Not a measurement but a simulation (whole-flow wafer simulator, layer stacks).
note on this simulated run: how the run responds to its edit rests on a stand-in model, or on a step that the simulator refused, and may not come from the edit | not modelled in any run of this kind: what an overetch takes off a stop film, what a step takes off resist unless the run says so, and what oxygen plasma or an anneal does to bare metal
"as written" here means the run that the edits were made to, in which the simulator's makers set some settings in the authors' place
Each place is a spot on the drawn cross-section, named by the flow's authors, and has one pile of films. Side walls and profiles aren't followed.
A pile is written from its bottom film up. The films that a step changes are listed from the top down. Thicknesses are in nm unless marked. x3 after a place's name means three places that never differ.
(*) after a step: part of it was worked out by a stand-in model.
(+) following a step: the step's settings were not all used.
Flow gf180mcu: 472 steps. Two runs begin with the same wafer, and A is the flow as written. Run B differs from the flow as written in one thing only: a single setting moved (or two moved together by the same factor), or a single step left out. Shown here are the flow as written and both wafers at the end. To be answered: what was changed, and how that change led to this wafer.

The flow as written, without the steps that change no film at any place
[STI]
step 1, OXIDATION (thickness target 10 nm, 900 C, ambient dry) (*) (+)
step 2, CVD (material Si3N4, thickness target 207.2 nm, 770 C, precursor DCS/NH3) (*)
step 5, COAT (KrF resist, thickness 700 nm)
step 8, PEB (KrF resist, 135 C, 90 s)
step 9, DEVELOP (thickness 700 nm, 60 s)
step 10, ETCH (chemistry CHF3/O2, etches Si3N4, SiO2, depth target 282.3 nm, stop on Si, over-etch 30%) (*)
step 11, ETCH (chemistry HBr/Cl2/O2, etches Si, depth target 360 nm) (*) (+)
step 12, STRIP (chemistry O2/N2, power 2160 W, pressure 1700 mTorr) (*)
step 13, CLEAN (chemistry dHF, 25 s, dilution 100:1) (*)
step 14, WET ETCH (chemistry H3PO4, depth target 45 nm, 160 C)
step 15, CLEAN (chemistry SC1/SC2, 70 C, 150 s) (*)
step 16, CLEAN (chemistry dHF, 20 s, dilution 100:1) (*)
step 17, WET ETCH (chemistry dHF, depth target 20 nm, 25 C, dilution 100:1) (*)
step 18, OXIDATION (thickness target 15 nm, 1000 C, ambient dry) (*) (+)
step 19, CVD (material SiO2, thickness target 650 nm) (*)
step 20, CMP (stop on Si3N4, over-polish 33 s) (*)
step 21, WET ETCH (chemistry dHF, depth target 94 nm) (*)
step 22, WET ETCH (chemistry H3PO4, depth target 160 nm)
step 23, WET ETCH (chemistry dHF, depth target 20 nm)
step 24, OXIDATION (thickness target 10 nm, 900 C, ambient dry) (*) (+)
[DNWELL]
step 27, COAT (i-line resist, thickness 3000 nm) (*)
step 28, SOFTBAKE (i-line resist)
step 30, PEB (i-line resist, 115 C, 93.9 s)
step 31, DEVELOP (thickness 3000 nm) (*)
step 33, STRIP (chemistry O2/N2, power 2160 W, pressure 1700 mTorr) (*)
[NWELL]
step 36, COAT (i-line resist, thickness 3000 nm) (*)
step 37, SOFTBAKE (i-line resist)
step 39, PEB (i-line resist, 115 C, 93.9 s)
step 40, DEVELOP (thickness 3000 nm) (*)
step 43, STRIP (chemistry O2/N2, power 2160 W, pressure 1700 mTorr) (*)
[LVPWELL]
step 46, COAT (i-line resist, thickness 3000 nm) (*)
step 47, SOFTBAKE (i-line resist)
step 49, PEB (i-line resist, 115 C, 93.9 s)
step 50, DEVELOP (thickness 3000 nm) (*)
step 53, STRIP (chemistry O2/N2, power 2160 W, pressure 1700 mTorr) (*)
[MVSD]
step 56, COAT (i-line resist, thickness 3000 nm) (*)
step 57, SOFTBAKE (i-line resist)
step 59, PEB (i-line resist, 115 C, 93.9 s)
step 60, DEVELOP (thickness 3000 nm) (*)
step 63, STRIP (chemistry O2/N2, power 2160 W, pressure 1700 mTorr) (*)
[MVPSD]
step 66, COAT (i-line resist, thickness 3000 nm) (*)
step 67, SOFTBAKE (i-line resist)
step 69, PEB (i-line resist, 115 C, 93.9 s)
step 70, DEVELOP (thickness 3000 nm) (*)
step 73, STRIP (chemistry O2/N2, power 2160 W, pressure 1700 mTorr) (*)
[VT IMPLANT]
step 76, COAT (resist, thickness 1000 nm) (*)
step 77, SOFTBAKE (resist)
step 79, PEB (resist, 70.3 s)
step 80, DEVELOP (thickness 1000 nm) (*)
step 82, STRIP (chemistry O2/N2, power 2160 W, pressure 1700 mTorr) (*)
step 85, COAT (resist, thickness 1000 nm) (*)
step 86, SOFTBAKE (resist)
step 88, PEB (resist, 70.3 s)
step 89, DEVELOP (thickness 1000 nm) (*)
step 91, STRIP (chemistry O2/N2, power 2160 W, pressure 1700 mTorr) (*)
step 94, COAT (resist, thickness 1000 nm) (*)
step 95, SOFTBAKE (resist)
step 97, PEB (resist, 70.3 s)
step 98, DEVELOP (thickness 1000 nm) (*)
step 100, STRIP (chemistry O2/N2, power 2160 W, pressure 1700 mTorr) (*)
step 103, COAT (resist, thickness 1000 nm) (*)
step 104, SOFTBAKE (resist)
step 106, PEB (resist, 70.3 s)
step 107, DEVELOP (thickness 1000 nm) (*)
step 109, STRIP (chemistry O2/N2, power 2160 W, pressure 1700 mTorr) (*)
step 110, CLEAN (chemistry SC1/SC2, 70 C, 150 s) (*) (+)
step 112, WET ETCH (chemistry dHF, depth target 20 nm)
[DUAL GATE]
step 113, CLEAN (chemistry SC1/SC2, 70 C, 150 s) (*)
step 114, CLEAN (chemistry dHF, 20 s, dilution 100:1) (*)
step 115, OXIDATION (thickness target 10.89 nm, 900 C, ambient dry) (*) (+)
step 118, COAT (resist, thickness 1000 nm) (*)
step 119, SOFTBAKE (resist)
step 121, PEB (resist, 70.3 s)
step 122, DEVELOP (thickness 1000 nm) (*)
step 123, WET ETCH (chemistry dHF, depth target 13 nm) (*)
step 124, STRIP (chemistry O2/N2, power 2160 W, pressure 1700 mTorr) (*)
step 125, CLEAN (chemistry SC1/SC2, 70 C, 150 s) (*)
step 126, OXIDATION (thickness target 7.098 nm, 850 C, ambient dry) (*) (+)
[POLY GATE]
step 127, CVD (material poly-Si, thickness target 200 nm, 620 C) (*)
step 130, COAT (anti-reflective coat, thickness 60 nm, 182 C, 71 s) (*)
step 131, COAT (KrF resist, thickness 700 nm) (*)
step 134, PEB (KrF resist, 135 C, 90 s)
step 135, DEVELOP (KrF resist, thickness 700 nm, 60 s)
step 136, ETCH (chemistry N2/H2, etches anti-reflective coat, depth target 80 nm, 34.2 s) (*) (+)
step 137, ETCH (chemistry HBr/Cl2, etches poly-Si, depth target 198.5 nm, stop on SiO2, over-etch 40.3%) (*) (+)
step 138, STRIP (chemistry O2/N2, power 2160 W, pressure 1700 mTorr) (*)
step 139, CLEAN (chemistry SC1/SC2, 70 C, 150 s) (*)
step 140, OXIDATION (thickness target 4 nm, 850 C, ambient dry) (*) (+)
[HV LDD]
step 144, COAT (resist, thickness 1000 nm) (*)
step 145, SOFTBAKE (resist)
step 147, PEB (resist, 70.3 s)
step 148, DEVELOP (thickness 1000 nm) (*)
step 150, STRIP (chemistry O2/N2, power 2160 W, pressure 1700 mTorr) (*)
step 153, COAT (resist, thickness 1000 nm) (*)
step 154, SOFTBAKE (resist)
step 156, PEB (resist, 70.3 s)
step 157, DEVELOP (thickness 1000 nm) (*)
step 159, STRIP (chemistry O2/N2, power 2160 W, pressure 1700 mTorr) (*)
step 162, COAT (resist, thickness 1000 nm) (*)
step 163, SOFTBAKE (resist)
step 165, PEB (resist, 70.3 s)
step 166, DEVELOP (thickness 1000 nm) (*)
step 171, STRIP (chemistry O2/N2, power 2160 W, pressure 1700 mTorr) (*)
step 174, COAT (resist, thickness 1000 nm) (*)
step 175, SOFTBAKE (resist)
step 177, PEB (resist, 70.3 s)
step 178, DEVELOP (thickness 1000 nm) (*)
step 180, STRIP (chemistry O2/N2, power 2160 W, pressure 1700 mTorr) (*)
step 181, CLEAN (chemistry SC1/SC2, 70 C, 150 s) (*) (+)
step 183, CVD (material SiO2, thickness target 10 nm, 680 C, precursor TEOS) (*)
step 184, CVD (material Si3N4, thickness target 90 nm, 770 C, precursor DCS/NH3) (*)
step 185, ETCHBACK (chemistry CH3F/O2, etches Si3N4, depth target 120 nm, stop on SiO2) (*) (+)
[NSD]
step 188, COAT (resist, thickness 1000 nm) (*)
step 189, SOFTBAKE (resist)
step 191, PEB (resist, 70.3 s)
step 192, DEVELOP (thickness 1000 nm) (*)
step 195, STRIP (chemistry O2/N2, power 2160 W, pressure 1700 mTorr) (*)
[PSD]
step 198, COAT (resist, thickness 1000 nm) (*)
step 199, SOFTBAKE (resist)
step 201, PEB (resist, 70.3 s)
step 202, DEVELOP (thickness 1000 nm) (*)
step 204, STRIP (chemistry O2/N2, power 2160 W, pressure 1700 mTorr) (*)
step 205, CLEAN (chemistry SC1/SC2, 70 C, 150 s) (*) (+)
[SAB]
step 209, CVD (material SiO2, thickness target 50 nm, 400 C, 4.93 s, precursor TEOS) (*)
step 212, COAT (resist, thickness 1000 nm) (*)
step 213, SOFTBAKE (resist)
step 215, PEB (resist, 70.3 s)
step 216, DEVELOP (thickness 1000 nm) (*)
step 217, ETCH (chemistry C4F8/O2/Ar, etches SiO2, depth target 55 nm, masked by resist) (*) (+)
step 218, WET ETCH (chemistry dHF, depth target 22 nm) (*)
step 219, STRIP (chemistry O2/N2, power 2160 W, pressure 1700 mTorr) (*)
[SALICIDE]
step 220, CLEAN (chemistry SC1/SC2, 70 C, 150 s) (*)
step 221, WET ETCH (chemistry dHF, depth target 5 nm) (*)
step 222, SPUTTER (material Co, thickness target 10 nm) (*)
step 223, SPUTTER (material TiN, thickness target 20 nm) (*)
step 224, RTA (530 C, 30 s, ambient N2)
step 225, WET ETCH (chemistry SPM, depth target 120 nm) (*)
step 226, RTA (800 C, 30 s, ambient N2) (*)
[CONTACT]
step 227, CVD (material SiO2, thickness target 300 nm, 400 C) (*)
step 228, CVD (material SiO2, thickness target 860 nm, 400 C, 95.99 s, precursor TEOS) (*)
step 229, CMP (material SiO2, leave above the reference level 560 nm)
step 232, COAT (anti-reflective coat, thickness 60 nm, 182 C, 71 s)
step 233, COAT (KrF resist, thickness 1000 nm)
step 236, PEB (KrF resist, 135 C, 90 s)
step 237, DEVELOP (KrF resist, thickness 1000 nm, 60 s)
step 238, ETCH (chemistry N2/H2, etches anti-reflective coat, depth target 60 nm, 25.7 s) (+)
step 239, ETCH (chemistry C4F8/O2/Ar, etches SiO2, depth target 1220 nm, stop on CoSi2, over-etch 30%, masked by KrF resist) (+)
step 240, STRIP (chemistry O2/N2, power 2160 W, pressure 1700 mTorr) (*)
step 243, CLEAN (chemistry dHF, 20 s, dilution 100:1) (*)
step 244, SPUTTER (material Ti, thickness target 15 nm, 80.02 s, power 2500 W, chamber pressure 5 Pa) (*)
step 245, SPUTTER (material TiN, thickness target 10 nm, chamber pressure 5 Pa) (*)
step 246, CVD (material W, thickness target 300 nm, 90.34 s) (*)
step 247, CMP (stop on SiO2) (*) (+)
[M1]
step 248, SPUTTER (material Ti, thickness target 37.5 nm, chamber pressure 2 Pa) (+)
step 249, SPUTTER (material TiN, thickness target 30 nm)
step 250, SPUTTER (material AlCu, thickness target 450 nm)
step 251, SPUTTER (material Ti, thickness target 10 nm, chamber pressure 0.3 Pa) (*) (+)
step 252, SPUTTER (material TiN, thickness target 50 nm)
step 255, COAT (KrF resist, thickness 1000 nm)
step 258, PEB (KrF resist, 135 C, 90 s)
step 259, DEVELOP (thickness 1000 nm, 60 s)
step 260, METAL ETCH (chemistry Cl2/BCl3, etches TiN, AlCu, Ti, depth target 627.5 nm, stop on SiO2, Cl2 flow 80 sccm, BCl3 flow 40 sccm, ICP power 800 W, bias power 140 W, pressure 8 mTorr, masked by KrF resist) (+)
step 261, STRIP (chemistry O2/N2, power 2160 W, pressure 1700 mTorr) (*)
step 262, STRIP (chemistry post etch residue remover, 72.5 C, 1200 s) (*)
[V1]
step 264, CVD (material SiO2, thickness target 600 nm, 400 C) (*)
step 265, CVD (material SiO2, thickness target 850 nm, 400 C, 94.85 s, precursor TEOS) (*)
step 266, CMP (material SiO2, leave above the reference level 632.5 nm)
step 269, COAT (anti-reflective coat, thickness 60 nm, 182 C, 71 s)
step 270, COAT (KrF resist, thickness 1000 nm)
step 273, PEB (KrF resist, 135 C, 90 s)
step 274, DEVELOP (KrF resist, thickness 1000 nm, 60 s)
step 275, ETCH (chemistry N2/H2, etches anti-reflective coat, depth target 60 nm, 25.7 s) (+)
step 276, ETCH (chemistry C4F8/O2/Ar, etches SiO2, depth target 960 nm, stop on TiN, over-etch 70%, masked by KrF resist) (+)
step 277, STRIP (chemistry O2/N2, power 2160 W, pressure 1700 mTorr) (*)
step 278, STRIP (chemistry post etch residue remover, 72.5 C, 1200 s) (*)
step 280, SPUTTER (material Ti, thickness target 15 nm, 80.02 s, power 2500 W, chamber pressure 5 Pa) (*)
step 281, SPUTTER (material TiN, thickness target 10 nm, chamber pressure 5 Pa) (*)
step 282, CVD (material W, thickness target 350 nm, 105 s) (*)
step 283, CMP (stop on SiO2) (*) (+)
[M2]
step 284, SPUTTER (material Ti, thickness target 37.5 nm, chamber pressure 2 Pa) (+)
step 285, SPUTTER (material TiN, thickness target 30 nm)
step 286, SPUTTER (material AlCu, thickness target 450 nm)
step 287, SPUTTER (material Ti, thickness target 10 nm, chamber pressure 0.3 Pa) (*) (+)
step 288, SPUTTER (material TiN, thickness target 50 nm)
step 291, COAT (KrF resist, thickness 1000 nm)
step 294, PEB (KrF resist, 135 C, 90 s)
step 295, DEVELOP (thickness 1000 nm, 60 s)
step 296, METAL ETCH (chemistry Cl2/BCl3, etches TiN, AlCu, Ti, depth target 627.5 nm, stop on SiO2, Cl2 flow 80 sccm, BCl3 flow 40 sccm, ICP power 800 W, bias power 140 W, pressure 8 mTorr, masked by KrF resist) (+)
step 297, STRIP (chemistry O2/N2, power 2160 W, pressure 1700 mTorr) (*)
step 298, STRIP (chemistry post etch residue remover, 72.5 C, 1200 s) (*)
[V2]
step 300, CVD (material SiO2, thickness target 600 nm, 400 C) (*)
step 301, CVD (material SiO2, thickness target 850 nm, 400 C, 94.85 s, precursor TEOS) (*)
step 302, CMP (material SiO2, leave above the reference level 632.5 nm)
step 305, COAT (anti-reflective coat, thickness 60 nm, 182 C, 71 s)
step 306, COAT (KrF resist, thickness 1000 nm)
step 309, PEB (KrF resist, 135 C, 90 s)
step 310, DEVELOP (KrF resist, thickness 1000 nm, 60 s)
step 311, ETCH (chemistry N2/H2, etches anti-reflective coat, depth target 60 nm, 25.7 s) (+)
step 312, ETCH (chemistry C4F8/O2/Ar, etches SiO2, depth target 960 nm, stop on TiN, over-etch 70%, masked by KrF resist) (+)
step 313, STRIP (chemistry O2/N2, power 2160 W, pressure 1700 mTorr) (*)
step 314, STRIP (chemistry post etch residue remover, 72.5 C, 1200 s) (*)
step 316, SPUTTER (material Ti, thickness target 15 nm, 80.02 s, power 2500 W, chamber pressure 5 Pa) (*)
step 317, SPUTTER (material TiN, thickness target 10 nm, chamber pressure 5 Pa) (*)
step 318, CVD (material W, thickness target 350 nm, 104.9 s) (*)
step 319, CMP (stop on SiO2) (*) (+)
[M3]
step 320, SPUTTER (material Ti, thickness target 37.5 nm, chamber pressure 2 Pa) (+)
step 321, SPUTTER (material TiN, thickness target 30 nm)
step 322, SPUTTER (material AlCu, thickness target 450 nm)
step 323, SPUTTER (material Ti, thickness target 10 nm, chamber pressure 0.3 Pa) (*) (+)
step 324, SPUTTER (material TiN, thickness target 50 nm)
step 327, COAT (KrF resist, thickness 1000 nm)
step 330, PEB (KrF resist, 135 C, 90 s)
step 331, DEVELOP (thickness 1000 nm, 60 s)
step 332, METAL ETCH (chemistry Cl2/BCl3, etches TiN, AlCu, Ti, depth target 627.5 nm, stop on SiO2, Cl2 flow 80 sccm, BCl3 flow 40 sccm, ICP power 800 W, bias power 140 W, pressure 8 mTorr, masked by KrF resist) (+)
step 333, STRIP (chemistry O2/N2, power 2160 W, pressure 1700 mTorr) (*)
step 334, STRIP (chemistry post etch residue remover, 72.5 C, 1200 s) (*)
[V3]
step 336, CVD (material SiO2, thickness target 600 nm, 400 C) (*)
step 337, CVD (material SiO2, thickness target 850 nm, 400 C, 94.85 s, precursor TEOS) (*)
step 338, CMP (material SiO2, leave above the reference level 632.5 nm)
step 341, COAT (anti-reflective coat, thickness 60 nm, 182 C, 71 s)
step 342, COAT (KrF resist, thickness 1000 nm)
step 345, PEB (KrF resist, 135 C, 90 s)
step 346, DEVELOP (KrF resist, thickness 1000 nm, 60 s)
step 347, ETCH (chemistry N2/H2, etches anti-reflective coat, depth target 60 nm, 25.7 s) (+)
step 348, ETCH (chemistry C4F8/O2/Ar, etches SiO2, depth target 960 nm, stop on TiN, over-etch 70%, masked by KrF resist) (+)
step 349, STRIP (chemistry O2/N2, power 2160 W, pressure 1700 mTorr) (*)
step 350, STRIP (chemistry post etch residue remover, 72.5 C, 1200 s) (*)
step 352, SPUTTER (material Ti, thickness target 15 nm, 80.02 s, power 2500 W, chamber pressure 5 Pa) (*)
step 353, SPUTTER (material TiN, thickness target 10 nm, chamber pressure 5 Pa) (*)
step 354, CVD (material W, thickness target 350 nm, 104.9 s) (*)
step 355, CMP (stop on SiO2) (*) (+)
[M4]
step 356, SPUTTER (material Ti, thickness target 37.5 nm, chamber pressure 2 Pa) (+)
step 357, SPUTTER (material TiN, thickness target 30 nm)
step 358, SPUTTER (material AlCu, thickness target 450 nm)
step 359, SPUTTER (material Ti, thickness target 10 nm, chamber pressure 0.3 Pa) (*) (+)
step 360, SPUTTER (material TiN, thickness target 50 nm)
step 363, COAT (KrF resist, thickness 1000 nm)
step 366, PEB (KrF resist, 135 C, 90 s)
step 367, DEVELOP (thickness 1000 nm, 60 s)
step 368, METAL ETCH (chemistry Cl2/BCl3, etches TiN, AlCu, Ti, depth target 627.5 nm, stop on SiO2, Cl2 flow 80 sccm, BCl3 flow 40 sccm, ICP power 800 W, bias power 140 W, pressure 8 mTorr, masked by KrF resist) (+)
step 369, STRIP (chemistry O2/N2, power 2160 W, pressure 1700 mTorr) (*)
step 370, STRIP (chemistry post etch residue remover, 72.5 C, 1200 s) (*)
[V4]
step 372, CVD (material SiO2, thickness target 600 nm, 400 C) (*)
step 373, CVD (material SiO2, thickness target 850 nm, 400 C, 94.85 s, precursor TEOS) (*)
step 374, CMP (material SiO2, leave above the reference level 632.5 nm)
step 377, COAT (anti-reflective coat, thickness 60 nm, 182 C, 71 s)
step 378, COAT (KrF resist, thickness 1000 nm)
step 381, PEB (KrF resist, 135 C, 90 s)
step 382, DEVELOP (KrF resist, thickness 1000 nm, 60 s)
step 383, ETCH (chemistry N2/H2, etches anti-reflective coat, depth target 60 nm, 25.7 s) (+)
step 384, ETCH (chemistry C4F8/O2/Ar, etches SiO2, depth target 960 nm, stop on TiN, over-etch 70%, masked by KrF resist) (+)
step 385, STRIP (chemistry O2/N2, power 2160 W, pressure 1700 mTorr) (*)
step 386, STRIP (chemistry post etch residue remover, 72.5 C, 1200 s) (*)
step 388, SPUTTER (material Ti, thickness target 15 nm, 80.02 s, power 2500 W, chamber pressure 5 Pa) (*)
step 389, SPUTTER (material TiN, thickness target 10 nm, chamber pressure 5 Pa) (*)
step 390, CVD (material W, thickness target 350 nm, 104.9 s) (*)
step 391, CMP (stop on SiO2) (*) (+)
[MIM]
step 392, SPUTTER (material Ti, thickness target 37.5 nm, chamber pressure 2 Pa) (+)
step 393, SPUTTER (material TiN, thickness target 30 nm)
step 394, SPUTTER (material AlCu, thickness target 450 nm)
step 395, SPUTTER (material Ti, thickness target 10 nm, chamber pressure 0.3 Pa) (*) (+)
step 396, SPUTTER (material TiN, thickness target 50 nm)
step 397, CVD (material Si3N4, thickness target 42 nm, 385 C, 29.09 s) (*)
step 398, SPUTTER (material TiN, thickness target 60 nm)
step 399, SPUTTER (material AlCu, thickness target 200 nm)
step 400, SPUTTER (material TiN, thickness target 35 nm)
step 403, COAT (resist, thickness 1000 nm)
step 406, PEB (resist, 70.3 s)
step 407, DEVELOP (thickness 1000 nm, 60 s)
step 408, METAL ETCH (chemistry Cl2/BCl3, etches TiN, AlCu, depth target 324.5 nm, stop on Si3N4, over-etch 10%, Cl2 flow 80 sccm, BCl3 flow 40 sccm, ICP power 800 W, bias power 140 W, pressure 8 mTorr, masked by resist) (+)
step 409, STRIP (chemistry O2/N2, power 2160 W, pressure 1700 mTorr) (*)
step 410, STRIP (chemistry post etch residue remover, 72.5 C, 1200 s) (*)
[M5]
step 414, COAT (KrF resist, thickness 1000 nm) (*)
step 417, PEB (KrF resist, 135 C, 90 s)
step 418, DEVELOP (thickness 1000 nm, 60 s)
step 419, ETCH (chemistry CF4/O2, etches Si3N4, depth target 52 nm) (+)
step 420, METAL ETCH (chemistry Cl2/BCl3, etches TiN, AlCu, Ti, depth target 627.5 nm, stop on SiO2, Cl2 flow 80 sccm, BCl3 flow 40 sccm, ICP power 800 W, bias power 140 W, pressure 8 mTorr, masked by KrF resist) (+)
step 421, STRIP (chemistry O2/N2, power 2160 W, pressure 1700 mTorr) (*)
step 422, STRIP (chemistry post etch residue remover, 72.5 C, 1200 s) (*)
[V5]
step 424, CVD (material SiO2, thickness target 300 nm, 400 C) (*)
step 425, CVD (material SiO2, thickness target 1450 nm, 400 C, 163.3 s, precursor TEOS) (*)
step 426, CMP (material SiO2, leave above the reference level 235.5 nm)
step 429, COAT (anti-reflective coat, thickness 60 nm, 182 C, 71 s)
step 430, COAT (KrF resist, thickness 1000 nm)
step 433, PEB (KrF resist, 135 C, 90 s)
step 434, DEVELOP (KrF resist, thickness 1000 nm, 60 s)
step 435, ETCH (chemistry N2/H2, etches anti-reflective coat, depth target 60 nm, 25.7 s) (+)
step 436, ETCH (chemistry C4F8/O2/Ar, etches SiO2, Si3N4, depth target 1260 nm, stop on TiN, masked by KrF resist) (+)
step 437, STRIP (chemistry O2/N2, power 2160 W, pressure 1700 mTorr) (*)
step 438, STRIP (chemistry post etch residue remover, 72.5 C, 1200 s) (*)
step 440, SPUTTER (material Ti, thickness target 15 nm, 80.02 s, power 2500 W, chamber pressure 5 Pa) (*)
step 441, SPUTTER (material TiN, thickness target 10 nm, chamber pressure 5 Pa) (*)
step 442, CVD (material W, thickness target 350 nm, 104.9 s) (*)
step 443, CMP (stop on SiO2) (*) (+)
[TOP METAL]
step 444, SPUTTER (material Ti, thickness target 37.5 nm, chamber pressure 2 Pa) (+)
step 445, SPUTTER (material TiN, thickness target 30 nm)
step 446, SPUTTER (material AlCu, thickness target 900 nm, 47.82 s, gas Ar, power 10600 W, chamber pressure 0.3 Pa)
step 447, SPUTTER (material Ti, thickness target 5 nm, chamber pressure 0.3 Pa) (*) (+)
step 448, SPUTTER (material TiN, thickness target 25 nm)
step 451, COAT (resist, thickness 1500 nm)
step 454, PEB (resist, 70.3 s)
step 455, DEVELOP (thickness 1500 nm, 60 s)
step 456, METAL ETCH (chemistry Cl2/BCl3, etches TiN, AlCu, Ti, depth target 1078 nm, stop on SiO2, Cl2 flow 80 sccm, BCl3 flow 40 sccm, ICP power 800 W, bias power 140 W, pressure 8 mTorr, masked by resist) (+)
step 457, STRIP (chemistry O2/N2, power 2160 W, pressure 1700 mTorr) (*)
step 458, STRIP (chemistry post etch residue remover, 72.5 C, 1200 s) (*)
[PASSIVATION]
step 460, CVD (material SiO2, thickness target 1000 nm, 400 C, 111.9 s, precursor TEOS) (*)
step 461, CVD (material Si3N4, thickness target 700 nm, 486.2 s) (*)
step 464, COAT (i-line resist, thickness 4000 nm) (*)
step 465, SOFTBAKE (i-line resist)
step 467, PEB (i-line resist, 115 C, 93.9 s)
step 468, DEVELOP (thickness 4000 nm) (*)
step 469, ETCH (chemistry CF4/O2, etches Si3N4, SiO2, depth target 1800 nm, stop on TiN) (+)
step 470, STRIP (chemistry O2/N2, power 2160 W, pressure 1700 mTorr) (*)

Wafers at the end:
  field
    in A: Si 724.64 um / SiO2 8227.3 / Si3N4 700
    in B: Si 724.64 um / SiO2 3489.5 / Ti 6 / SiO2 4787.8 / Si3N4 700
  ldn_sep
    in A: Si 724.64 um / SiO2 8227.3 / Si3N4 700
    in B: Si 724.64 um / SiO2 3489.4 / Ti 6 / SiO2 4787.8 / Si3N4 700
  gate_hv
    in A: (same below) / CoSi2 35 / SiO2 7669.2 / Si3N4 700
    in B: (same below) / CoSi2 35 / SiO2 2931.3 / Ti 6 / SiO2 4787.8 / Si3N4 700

Cause: step 322, SPUTTER: thickness target 506 nm was run, though the flow has thickness target 450 nm.

Step by step, how the change led to this:
  step 322, SPUTTER (material AlCu, thickness target 450 nm)
      field, field__w1, field__w2 and 108 more: A +450 AlCu (new film) | B +506 AlCu (new film)
  step 332, METAL ETCH (chemistry Cl2/BCl3, etches TiN, AlCu, Ti, depth target 627.5 nm, stop on SiO2, Cl2 flow 80 sccm, BCl3 flow 40 sccm, ICP power 800 W, bias power 140 W, pressure 8 mTorr, masked by KrF resist) (+)
      field, field__w1, field__w2 and 103 more: A -50 TiN (all of it), -10 Ti (all of it), -450 AlCu (all of it), -30 TiN (all of it), -37.5 Ti (all of it) | B -50 TiN (all of it), -10 Ti (all of it), -506 AlCu (all of it), -30 TiN (all of it), -31.5 Ti
  step 336, CVD (material SiO2, thickness target 600 nm, 400 C) (*)
      field, field__w1, field__w2 and 103 more: A +600 SiO2 | B +600 SiO2 (new film)
  step 338, CMP (material SiO2, leave above the reference level 632.5 nm)
      field, field__w1, field__w2 and 103 more: A -300 SiO2 | B -250 SiO2
Taking metal films that touch as one body, field has 1 body; the flow as written gives 0 bodies.
Taking metal films that touch as one body, ldn_sep has 1 body; the flow as written gives 0 bodies.
Taking metal films that touch as one body, gate_hv has 2 bodies (between them, from the top down: SiO2 2931.3); the flow as written gives 1 body.
